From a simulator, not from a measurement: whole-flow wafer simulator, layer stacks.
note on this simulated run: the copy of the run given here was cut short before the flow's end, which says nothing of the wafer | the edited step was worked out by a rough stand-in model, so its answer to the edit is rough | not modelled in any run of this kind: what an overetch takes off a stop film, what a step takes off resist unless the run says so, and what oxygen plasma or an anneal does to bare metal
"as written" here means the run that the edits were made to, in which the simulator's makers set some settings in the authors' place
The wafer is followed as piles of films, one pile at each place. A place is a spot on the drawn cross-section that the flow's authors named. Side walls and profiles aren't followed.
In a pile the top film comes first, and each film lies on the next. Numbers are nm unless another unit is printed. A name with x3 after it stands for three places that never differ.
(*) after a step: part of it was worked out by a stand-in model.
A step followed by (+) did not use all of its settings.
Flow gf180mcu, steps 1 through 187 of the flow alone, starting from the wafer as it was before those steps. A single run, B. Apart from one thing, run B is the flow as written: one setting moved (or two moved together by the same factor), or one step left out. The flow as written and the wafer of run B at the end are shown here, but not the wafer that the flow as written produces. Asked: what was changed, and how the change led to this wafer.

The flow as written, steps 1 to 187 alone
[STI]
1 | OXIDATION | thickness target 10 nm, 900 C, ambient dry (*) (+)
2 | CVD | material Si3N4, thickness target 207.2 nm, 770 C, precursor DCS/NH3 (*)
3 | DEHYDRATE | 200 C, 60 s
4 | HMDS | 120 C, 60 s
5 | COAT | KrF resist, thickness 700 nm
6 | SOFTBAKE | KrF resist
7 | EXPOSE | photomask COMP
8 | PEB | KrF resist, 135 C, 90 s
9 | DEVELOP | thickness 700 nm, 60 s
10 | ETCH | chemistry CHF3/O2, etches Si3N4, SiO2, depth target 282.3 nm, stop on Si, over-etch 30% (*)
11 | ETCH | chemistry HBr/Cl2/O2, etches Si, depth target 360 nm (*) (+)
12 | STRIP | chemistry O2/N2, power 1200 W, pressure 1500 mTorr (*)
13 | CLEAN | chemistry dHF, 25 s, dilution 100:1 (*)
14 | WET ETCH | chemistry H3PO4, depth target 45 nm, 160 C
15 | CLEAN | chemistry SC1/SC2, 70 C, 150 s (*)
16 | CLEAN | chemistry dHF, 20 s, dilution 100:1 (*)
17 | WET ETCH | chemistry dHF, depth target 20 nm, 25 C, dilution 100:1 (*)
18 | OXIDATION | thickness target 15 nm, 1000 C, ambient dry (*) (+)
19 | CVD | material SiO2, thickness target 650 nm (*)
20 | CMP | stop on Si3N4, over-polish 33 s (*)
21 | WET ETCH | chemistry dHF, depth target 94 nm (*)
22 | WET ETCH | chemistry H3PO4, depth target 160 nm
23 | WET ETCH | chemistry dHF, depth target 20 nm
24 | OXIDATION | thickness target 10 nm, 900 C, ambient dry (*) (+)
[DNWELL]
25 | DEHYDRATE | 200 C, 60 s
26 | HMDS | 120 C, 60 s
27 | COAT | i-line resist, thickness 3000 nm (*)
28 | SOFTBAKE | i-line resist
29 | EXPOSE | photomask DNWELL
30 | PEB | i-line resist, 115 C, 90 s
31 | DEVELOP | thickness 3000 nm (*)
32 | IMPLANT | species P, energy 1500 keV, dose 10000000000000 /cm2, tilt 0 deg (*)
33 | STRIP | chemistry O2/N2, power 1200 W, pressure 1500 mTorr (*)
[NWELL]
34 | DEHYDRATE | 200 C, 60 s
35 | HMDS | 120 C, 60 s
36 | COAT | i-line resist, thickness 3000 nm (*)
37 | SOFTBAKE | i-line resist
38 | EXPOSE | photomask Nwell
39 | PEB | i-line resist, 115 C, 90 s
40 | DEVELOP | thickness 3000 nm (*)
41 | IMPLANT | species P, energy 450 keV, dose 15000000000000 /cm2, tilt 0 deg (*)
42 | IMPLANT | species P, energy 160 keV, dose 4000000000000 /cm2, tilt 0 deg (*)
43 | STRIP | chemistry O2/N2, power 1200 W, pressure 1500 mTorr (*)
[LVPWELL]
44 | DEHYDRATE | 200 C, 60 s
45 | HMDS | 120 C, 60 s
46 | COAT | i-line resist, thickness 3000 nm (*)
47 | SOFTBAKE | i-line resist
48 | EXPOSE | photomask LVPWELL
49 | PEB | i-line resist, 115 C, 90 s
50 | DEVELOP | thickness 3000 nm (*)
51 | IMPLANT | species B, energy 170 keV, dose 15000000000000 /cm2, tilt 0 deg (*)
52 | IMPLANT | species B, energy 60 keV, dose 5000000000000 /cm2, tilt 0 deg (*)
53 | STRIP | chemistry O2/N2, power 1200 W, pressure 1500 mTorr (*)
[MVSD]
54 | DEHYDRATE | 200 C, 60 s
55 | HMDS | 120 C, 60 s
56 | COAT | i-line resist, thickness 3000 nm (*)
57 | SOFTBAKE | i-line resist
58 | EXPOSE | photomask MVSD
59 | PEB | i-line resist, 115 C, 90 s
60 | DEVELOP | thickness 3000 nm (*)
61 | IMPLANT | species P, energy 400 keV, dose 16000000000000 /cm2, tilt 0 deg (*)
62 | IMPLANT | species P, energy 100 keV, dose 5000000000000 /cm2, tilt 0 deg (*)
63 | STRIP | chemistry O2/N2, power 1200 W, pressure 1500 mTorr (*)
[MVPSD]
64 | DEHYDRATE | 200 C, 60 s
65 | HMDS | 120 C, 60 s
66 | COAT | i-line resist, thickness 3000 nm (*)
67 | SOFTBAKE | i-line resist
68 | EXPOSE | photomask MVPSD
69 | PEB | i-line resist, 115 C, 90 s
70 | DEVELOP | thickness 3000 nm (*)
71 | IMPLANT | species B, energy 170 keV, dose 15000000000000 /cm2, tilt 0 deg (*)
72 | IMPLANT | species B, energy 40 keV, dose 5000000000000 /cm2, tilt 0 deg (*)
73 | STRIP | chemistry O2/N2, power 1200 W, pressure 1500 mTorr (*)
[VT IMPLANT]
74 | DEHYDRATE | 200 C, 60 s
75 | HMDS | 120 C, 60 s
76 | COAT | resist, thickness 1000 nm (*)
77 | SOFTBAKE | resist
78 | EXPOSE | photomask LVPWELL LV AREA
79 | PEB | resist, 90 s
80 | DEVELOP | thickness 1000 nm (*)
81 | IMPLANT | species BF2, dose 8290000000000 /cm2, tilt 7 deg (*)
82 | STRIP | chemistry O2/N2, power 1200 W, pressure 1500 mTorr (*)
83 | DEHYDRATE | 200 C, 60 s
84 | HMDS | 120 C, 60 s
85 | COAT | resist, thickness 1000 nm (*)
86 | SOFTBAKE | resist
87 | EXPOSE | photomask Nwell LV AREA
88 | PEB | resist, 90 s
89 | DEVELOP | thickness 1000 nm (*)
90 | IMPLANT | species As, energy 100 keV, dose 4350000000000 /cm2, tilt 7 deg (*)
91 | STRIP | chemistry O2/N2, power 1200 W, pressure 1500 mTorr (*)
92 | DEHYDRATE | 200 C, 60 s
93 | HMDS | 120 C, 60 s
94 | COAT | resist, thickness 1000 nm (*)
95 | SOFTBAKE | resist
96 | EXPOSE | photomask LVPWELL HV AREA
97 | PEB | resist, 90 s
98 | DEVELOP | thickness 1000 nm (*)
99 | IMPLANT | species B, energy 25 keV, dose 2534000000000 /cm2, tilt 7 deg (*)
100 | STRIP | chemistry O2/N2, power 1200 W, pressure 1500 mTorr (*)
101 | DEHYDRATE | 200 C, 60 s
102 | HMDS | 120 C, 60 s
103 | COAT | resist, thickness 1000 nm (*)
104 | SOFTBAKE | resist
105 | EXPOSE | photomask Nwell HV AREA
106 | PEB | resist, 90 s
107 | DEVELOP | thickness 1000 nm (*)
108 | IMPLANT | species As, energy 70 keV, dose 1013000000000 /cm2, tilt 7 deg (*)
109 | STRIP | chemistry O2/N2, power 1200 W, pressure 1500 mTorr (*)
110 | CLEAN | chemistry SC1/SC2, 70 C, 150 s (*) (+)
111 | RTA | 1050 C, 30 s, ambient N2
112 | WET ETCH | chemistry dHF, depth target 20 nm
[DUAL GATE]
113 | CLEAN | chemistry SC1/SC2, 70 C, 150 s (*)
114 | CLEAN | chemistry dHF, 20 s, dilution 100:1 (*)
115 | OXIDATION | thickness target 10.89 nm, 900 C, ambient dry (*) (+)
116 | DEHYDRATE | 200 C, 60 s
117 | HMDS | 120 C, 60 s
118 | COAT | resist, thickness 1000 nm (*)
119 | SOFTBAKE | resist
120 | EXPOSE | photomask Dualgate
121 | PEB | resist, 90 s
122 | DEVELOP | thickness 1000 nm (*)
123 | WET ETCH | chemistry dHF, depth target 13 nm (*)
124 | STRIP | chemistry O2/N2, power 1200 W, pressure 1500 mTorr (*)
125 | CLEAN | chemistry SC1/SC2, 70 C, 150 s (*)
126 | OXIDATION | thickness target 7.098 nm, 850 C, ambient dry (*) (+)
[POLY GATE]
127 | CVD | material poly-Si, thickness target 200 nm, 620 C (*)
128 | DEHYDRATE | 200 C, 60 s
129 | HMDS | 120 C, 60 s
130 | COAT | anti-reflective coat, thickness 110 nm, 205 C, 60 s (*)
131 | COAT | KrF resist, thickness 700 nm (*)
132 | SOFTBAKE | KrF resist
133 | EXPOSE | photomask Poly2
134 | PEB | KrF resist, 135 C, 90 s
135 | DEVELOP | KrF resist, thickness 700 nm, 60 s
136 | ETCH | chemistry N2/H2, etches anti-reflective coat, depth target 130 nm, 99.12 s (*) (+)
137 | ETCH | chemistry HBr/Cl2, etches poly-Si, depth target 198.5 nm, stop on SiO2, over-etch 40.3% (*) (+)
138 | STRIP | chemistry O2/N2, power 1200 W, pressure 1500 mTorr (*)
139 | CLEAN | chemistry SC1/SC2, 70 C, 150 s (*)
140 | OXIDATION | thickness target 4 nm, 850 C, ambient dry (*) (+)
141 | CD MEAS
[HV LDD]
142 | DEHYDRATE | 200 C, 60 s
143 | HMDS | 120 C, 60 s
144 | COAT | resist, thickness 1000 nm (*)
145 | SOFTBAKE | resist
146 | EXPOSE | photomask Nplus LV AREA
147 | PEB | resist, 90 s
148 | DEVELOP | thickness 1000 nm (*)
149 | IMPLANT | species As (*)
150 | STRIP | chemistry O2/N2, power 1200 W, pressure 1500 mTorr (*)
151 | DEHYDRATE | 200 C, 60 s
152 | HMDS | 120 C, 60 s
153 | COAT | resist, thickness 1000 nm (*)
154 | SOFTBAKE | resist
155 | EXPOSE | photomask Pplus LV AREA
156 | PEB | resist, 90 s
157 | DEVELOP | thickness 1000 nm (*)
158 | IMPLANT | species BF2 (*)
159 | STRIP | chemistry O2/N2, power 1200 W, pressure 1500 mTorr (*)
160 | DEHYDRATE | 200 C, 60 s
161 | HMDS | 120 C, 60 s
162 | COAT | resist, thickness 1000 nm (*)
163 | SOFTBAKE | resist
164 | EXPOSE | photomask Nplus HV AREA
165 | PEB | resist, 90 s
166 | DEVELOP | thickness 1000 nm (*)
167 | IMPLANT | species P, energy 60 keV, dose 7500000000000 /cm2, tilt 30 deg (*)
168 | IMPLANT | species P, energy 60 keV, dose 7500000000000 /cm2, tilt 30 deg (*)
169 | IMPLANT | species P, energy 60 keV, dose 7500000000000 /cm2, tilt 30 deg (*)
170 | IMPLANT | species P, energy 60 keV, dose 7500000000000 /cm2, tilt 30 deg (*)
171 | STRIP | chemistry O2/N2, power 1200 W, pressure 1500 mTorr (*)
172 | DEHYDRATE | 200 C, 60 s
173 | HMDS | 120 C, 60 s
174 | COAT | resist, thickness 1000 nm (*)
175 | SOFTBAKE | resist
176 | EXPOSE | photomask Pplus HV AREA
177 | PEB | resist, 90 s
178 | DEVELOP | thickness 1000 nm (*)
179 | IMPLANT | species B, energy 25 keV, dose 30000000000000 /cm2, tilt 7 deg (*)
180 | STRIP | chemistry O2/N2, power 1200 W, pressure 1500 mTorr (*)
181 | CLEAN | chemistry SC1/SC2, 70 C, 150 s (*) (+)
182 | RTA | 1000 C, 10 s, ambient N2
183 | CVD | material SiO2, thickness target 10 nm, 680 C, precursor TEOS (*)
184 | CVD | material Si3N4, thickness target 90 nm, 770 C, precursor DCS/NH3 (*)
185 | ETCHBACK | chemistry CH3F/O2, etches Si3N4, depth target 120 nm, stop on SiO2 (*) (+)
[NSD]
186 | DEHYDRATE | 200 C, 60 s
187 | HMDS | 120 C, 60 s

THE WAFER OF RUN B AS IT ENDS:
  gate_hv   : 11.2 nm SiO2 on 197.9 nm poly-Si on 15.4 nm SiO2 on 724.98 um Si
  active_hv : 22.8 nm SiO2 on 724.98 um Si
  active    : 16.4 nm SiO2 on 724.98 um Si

The reason: step 126, OXIDATION: 873 C was run, while the flow as written has 850 C.

Step by step, how the change led to this:
  126 | OXIDATION | thickness target 7.098 nm, 850 C, ambient dry (*) (+)
      gate_hv, active_hv, active_nat and 25 more: +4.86 SiO2, -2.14 Si (as written it would have been: +3.72 SiO2, -1.64 Si)
      active, n_well, p_well and 12 more: +8.86 SiO2 (new film), -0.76 chemical SiO2 (all of it), -3.56 Si (as written it would have been: +7.1 SiO2 (new film), -0.76 chemical SiO2 (all of it), -2.79 Si)
